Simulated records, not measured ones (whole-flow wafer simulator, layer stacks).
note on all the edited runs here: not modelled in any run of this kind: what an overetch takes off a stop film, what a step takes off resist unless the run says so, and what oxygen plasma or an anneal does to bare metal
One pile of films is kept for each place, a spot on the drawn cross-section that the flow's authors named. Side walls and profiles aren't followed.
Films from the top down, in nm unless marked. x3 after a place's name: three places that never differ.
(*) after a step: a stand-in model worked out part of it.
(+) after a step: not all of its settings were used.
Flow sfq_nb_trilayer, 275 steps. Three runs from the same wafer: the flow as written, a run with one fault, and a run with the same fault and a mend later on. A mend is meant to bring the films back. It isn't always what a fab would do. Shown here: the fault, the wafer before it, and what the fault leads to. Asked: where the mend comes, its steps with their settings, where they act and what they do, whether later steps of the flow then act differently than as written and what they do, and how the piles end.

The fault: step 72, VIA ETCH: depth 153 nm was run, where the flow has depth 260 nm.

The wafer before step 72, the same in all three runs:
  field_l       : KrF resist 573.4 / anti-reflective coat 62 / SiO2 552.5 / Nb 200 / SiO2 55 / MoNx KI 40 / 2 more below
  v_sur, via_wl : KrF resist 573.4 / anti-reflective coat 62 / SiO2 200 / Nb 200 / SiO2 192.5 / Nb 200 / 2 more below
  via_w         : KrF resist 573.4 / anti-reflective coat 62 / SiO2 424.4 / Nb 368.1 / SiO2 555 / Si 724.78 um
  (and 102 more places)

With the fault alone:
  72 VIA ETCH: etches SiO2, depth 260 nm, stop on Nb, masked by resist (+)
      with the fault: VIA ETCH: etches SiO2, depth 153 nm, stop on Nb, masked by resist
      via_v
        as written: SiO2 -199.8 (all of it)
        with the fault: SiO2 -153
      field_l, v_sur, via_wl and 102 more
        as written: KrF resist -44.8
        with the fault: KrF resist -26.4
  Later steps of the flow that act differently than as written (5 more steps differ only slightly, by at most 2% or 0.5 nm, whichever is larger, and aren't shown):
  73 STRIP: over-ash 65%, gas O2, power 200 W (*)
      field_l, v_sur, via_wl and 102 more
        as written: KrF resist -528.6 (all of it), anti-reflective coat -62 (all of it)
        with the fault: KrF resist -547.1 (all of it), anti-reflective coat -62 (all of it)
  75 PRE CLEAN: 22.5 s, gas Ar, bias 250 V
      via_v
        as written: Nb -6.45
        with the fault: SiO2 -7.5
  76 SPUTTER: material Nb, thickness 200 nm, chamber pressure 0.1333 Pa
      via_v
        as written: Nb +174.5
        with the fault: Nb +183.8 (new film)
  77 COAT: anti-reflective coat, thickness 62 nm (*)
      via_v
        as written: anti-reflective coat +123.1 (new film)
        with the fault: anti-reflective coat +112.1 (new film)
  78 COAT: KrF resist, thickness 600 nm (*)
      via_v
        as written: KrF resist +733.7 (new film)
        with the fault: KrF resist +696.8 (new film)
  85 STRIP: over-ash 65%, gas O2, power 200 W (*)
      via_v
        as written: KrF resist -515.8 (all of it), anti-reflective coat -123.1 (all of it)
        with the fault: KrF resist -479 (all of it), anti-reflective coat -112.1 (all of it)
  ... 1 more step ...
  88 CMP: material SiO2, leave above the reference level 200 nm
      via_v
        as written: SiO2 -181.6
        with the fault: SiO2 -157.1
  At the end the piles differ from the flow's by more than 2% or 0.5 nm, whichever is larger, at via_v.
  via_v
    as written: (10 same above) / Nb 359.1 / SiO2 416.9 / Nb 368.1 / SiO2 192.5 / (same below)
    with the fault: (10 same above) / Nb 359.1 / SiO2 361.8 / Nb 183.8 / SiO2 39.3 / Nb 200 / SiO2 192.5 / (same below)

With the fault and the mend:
  The mend comes after step 72.
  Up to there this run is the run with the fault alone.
  72a VIA ETCH: etches SiO2, depth 107 nm, stop on Nb, masked by resist (+) (the flow's step 72 once more, with other settings)
      field_l, v_sur, via_wl and 102 more
        KrF resist -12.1
      via_v
        SiO2 -46.8 (all of it)
  No later step of the flow acts differently than as written, at any place that is followed, by more than 2% or 0.5 nm, whichever is larger.
  At the end the piles are the same as the flow's at every place that both follow.
